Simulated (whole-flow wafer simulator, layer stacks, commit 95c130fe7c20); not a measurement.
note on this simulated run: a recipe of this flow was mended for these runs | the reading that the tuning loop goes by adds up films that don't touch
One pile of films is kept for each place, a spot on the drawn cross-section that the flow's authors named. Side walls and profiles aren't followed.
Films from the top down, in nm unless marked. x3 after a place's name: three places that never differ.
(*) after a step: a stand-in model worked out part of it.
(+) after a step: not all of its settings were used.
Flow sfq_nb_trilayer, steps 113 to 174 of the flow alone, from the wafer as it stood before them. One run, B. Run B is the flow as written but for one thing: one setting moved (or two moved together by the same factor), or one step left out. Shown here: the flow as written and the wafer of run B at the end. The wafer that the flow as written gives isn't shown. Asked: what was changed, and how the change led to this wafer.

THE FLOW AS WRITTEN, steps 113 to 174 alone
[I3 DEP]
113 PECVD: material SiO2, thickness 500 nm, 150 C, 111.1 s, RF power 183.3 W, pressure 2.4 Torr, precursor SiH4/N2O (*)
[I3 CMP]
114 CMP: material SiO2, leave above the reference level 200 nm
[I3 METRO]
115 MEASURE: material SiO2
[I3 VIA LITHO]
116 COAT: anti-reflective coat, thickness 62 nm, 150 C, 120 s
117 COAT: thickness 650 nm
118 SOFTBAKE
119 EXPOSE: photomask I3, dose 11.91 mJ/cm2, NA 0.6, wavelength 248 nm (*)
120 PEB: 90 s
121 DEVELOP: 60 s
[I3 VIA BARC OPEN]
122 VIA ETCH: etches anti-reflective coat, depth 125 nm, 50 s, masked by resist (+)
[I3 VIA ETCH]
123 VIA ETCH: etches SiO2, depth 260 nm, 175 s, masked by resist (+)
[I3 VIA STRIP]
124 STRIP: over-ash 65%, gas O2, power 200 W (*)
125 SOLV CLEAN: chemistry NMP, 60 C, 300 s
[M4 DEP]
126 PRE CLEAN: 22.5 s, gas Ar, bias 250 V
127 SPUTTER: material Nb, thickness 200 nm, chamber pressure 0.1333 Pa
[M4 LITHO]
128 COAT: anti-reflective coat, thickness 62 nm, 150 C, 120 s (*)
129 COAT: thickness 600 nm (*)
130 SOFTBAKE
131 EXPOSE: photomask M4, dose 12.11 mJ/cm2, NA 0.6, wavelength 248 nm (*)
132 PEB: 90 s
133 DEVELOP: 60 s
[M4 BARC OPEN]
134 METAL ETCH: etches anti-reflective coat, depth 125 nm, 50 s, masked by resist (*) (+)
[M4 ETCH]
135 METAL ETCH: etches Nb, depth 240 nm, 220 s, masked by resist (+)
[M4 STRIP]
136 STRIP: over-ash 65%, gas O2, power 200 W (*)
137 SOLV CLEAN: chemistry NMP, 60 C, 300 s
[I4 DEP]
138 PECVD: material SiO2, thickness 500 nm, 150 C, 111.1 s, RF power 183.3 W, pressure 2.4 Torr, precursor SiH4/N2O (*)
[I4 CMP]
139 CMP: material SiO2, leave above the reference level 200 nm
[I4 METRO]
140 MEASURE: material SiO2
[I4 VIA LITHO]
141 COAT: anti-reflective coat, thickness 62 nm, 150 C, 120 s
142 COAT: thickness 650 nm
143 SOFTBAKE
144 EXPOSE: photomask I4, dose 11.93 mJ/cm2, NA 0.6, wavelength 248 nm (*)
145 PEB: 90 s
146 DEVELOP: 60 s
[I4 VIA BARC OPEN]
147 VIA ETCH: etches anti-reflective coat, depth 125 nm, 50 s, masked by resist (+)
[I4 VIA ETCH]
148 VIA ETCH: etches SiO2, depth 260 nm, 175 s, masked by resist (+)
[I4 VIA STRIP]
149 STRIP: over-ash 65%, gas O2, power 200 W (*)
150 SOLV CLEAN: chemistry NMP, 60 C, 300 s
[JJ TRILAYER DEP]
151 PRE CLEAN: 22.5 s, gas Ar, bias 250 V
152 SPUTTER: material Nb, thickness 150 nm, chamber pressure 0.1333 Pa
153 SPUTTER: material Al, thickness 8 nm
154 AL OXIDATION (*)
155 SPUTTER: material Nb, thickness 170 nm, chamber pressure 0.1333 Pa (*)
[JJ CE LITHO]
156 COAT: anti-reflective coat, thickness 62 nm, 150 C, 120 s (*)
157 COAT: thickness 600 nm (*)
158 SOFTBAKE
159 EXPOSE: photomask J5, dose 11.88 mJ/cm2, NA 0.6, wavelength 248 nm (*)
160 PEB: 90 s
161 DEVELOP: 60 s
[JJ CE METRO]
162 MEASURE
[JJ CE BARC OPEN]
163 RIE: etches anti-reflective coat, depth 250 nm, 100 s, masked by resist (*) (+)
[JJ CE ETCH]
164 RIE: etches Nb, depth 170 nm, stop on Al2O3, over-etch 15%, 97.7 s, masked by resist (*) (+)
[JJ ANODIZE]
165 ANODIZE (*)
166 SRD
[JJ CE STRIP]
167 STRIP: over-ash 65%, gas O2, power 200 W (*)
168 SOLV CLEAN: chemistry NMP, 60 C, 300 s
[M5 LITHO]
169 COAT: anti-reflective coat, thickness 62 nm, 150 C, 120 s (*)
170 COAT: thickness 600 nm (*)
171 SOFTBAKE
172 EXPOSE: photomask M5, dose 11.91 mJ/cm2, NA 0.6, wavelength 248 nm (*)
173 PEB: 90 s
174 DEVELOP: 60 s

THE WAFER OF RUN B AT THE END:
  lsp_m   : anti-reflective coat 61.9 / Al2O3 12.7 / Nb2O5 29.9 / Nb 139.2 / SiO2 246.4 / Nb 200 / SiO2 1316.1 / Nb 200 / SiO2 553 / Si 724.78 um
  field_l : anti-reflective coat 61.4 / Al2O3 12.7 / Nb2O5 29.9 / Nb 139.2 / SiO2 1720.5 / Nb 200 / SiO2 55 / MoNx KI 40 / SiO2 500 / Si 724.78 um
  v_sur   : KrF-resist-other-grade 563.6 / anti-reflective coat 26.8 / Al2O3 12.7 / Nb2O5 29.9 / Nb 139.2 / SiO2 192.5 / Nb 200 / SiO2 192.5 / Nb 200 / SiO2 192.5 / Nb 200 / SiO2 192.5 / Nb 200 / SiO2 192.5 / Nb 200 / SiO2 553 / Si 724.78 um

The cause: step 113, PECVD: 77.78 s was run, where the flow has 111.1 s.

How the change led to this, step by step:
  113 PECVD: material SiO2, thickness 500 nm, 150 C, 111.1 s, RF power 183.3 W, pressure 2.4 Torr, precursor SiH4/N2O (*)
      field_l, be, be_sur and 64 more: SiO2 +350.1 (as written it would be: SiO2 +500)
      v_sur, via_wl, via_wr and 27 more: SiO2 +350.1 (new film) (as written it would be: SiO2 +500 (new film))
      (and at 9 more places)
  114 CMP: material SiO2, leave above the reference level 200 nm
      field_l, be, be_sur and 64 more: nothing (as written it would be: SiO2 -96)
      p4_g1, p4_g2, p3_s0, p3_s1, p3_s2, p3_s3, p3_s4, p3_s5: nothing (as written it would be: SiO2 -157.1)
      (and at 31 more places)
  116 COAT: anti-reflective coat, thickness 62 nm, 150 C, 120 s
      p4_fm, m0r_space_l, m0r_space_r, m6r_space_l x2, m6r_space_r x2: anti-reflective coat +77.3 (new film) (as written it would be: anti-reflective coat +62 (new film))
      m0r_line_l x3, m0r_line_r x3: anti-reflective coat +70.9 (new film) (as written it would be: anti-reflective coat +62 (new film))
      (and at 68 more places)
  117 COAT: thickness 650 nm
      via_sp: KrF-resist-other-grade +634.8 (new film) (as written it would be: KrF-resist-other-grade +650 (new film))
      via_v: KrF-resist-other-grade +631 (new film) (as written it would be: KrF-resist-other-grade +650 (new film))
      (and at 8 more places)
  121 DEVELOP: 60 s
      via_v: KrF-resist-other-grade -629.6 (all of it) (as written it would be: KrF-resist-other-grade -648.6 (all of it))
  122 VIA ETCH: etches anti-reflective coat, depth 125 nm, 50 s, masked by resist (+)
      via_v: anti-reflective coat -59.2 (all of it), SiO2 -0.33 (as written it would be: anti-reflective coat -62 (all of it), SiO2 -0.31)
  124 STRIP: over-ash 65%, gas O2, power 200 W (*)
      m0r_line_l x3, m0r_line_r x3: KrF-resist-other-grade -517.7 (all of it), anti-reflective coat -70.9 (all of it) (as written it would be: KrF-resist-other-grade -510.8 (all of it), anti-reflective coat -62 (all of it))
      m0r_space_l, m0r_space_r, m6r_space_l x2, m6r_space_r x2: KrF-resist-other-grade -512.4 (all of it), anti-reflective coat -77.3 (all of it) (as written it would be: KrF-resist-other-grade -510.8 (all of it), anti-reflective coat -62 (all of it))
      (and at 70 more places)
  128 COAT: anti-reflective coat, thickness 62 nm, 150 C, 120 s (*)
      m0r_line_l x3, m0r_line_r x3: anti-reflective coat +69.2 (new film) (as written it would be: anti-reflective coat +62 (new film))
      wl_a_m6, wl_a_sr, wl_b_sl, m5r_line_l, m5r_line_r: anti-reflective coat +60.6 (new film) (as written it would be: anti-reflective coat +62 (new film))
      (and at 70 more places)
  129 COAT: thickness 600 nm (*)
      via_wr: KrF-resist-other-grade +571 (new film) (as written it would be: KrF-resist-other-grade +583.9 (new film))
      via_sp: KrF-resist-other-grade +582.7 (new film) (as written it would be: KrF-resist-other-grade +600.1 (new film))
      (and at 9 more places)
  133 DEVELOP: 60 s
      wl_d_sl, wl_d_sr: KrF-resist-other-grade -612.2 (all of it) (as written it would be: KrF-resist-other-grade -598.7 (all of it))
      wl_d_m1: KrF-resist-other-grade -617.3 (all of it) (as written it would be: KrF-resist-other-grade -598.7 (all of it))
      (and at 4 more places)
  134 METAL ETCH: etches anti-reflective coat, depth 125 nm, 50 s, masked by resist (*) (+)
      m0r_line_l x3, m0r_line_r x3: anti-reflective coat -69.2 (all of it) (as written it would be: anti-reflective coat -62 (all of it))
      p3_s1, p3_s2, p3_s3: anti-reflective coat -91.1 (all of it) (as written it would be: anti-reflective coat -62 (all of it))
      (and at 40 more places)
  136 STRIP: over-ash 65%, gas O2, power 200 W (*)
      wl_a_sr, wl_b_sl: KrF-resist-other-grade -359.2 (all of it), anti-reflective coat -60.6 (all of it) (as written it would be: KrF-resist-other-grade -364.6 (all of it), anti-reflective coat -62 (all of it))
      v_sur: KrF-resist-other-grade -356.7 (all of it), anti-reflective coat -37.8 (all of it) (as written it would be: KrF-resist-other-grade -360.6 (all of it), anti-reflective coat -64.7 (all of it))
      (and at 33 more places)
  138 PECVD: material SiO2, thickness 500 nm, 150 C, 111.1 s, RF power 183.3 W, pressure 2.4 Torr, precursor SiH4/N2O (*)
      p3_s0, p3_s1, p3_s2, p3_s3, p3_s4, p3_s5: SiO2 +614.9 (as written it would be: SiO2 +561.1)
  139 CMP: material SiO2, leave above the reference level 200 nm
      field_l, be, be_sur and 55 more: SiO2 -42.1 (as written it would be: SiO2 -96)
      ln_m5, lsp_m, ln_m6, p4_fl, p4_fm, p4_g1, p4_g2, p4_fr: SiO2 -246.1 (as written it would be: SiO2 -300)
      (and at 4 more places)
  148 VIA ETCH: etches SiO2, depth 260 nm, 175 s, masked by resist (+)
      via_w: SiO2 -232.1 (all of it), Nb -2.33 (as written it would be: SiO2 -199.7 (all of it), Nb -5.03)
  152 SPUTTER: material Nb, thickness 150 nm, chamber pressure 0.1333 Pa
      via_w: Nb +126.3 (as written it would be: Nb +129.8)
  ... 7 more steps ...
  170 COAT: thickness 600 nm (*)
      via_w: KrF-resist-other-grade +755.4 (new film) (as written it would be: KrF-resist-other-grade +736.5 (new film))
